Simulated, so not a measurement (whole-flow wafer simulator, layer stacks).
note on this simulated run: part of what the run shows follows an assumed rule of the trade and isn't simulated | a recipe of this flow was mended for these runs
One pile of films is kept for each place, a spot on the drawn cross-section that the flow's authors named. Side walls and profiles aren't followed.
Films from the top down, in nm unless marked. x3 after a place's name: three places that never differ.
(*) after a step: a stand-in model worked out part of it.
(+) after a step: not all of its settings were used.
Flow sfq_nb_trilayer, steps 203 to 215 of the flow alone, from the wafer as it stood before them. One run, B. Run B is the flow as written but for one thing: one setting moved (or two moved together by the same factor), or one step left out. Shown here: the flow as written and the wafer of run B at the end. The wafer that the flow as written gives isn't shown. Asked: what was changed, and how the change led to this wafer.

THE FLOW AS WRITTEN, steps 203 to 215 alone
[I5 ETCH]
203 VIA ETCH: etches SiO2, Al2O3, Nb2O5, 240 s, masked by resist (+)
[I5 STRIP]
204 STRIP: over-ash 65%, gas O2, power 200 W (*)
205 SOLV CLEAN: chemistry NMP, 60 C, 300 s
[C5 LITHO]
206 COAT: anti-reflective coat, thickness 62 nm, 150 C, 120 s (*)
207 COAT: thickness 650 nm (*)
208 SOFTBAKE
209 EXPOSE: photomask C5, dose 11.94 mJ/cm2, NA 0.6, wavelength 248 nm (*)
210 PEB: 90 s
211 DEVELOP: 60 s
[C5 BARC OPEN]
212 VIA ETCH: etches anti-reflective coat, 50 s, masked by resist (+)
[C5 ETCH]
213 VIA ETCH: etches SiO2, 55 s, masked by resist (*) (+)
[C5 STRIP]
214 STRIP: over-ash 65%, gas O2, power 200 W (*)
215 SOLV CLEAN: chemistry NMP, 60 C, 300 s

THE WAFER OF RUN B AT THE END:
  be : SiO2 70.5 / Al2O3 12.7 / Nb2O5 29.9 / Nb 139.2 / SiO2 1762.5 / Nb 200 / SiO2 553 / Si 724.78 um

The cause: step 203, VIA ETCH: 96 s was run, where the flow has 240 s.

How the change led to this, step by step:
  203 VIA ETCH: etches SiO2, Al2O3, Nb2O5, 240 s, masked by resist (+)
      be: SiO2 -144 (as written it would be: SiO2 -214.5 (all of it), Al2O3 -12.7 (all of it), Nb2O5 -29.9 (all of it), Nb -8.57)
      field_l, v_sur, via_wl and 102 more: KrF-resist-other-grade -96 (as written it would be: KrF-resist-other-grade -240)
  204 STRIP: over-ash 65%, gas O2, power 200 W (*)
      p4_fl x5, p4_w1 x9, p3_s0 x9, l0r_line_l x3, l0r_space_c x19, m0r_space_l x2: KrF-resist-other-grade -459.7 (all of it), anti-reflective coat -62 (all of it) (as written it would be: KrF-resist-other-grade -315.7 (all of it), anti-reflective coat -62 (all of it))
      wl_b_sl, wl_b_m5, wl_b_sr and 14 more: KrF-resist-other-grade -459.6 (all of it), anti-reflective coat -62 (all of it) (as written it would be: KrF-resist-other-grade -315.6 (all of it), anti-reflective coat -62 (all of it))
      (and at 41 more places)
  206 COAT: anti-reflective coat, thickness 62 nm, 150 C, 120 s (*)
      via_v: anti-reflective coat +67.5 (new film) (as written it would be: anti-reflective coat +66.1 (new film))
      wire: anti-reflective coat +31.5 (new film) (as written it would be: anti-reflective coat +30.6 (new film))
      (and at 3 more places)
  207 COAT: thickness 650 nm (*)
      be: KrF-resist-other-grade +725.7 (new film) (as written it would be: KrF-resist-other-grade +815 (new film))
  214 STRIP: over-ash 65%, gas O2, power 200 W (*)
      via_v: KrF-resist-other-grade -530.4 (all of it), anti-reflective coat -67.5 (all of it) (as written it would be: KrF-resist-other-grade -527.4 (all of it), anti-reflective coat -66.1 (all of it))
      wire: KrF-resist-other-grade -555.7 (all of it), anti-reflective coat -31.5 (all of it) (as written it would be: KrF-resist-other-grade -546.6 (all of it), anti-reflective coat -30.6 (all of it))
      (and at 3 more places)
